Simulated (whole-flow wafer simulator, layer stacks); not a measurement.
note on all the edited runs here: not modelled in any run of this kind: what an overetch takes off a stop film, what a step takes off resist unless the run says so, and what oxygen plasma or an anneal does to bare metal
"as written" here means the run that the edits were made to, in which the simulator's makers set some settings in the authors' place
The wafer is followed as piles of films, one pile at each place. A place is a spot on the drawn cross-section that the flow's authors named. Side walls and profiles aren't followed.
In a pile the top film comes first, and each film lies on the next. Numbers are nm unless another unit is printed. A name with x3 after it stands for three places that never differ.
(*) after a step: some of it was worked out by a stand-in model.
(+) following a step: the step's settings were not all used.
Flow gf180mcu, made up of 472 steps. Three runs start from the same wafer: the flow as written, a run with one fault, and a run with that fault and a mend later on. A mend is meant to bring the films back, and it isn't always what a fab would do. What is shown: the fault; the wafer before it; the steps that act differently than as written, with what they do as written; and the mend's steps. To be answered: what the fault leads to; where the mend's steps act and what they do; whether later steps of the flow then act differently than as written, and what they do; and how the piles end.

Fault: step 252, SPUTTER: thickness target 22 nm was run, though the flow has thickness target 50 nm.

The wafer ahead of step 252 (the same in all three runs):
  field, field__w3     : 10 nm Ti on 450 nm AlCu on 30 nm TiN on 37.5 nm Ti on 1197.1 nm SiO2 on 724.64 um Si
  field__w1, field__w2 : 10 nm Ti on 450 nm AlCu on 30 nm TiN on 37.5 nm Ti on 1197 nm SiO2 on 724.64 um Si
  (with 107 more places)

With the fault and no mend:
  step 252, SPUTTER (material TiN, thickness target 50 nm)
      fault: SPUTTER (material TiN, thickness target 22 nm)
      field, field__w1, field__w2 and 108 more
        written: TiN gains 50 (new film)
        fault: TiN gains 22 (new film)
  Steps later in the flow that act otherwise than as written (2 more steps, not shown, differ only slightly: by at most 2% or 0.5 nm, whichever is larger):
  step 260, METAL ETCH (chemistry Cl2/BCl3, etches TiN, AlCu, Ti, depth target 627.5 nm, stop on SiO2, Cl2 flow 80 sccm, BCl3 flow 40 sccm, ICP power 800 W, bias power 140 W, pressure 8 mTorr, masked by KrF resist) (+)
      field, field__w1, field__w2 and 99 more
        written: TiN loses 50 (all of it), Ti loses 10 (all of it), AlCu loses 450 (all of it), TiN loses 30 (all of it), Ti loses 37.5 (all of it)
        fault: TiN loses 22 (all of it), Ti loses 10 (all of it), AlCu loses 450 (all of it), TiN loses 30 (all of it), Ti loses 37.5 (all of it)
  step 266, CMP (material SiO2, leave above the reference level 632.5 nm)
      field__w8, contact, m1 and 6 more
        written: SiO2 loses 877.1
        fault: SiO2 loses 849.1
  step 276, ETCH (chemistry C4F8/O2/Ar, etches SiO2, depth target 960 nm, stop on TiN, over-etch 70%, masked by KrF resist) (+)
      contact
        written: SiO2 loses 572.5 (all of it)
        fault: SiO2 loses 600.5 (all of it)
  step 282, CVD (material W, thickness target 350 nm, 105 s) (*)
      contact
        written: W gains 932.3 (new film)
        fault: W gains 960.5 (new film)
  By the end, the piles at field__w8, contact, m1 and 6 more depart from the flow's by more than 2% or 0.5 nm, whichever is larger.
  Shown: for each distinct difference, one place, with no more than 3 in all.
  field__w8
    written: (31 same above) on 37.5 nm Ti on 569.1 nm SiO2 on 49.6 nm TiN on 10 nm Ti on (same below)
    fault: (31 same above) on 37.5 nm Ti on 597.1 nm SiO2 on 21.6 nm TiN on 10 nm Ti on (same below)
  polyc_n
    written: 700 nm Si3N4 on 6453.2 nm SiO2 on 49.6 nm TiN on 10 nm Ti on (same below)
    fault: 700 nm Si3N4 on 6481.2 nm SiO2 on 21.6 nm TiN on 10 nm Ti on (same below)
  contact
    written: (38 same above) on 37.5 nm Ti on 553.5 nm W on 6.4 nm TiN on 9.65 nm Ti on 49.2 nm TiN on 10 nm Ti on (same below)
    fault: (38 same above) on 37.5 nm Ti on 581.8 nm W on 6.3 nm TiN on 9.5 nm Ti on 21.2 nm TiN on 10 nm Ti on (same below)

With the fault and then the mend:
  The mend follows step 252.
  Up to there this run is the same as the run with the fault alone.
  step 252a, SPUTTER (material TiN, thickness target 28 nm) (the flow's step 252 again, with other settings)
      field, field__w1, field__w2 and 108 more
        TiN gains 28
  Every later step of the flow that is run acts as written at every place that is followed.
  The piles end the same as the flow's at every place that both follow.
